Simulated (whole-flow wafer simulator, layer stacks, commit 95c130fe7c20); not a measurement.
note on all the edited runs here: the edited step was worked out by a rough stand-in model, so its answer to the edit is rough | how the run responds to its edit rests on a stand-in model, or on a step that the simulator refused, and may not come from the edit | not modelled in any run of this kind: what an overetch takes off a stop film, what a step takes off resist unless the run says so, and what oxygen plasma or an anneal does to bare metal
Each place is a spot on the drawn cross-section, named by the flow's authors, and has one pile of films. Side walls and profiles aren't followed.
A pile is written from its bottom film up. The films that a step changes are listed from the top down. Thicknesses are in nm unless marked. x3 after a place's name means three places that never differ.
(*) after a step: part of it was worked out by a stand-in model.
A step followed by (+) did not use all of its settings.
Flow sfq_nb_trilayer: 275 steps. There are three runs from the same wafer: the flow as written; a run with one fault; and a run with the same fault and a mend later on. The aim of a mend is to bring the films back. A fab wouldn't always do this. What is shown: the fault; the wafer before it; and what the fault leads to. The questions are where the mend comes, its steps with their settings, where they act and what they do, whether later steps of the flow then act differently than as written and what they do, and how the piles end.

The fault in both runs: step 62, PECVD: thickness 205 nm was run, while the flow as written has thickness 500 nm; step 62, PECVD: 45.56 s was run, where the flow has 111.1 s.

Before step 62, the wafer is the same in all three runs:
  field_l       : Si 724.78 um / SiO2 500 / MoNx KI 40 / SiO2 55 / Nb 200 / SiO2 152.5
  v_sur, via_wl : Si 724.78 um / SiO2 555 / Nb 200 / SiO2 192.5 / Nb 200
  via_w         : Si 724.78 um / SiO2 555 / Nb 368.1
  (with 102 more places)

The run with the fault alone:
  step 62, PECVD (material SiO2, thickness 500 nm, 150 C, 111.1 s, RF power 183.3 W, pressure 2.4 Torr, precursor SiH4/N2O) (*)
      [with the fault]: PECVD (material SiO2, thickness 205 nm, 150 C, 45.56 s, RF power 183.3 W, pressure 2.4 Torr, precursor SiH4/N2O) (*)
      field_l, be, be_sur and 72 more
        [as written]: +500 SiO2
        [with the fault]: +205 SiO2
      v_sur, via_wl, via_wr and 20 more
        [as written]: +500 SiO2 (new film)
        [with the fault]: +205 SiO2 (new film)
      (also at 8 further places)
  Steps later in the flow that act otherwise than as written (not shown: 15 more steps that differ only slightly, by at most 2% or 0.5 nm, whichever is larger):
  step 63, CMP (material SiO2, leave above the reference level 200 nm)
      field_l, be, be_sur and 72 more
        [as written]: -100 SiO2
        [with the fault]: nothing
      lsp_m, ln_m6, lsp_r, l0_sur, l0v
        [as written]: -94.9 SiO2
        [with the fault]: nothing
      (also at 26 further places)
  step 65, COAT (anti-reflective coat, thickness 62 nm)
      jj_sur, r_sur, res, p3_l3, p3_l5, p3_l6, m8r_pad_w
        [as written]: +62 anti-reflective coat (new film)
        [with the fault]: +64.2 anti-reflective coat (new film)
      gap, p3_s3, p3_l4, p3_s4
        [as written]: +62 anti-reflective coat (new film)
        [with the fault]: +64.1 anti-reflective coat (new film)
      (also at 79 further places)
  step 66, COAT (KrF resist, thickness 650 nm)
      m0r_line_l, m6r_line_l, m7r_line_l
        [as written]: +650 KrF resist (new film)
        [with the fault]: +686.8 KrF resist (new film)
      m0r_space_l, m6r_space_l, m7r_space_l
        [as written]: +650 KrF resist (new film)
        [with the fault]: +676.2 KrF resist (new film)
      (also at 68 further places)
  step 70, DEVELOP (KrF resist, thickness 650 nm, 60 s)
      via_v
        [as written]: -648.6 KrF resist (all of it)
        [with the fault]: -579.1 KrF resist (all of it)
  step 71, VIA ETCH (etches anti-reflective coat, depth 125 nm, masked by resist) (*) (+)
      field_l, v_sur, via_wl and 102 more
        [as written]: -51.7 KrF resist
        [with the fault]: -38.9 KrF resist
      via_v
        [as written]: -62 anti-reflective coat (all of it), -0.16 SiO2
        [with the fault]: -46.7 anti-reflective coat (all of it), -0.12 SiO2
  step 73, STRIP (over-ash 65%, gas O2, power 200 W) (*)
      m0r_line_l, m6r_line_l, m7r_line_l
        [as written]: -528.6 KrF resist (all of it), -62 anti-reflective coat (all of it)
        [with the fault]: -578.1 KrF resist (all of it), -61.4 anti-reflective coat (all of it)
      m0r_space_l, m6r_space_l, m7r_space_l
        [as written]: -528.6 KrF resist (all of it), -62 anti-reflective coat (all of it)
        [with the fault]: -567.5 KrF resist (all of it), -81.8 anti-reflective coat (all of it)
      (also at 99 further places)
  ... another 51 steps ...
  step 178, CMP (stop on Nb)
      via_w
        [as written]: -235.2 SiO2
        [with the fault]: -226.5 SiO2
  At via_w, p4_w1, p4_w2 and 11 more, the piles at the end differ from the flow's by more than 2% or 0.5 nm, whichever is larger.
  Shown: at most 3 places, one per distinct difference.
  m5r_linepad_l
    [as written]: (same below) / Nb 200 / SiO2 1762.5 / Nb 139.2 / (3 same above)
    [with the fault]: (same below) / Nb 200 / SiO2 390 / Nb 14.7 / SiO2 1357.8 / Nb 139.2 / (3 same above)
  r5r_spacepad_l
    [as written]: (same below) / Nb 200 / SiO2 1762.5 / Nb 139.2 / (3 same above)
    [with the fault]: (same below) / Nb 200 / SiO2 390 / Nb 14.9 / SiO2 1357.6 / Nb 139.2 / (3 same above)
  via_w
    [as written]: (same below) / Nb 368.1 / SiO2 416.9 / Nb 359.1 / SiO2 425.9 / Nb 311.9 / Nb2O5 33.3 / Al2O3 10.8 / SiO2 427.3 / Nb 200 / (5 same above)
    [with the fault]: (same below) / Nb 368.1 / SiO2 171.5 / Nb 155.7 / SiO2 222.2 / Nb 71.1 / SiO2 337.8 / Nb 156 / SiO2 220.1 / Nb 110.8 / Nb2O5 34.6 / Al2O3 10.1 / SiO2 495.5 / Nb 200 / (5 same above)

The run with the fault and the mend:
  The mend follows step 62.
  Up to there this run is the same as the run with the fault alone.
  step 62a, PECVD (material SiO2, thickness 295 nm, 150 C, 65.56 s, RF power 183.3 W, pressure 2.4 Torr, precursor SiH4/N2O) (*) (the flow's step 62, run once more with other settings)
      field_l, v_sur, via_wl and 102 more
        +295 SiO2
      via_w
        +402.5 SiO2
  Steps later in the flow that act otherwise than as written:
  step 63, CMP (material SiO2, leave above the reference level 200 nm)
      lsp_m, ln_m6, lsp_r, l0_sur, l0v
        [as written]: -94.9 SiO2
        [with the mend]: -100 SiO2
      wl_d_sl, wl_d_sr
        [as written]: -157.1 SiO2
        [with the mend]: -100 SiO2
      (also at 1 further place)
  By the end, the piles equal the flow's at every place that both follow.
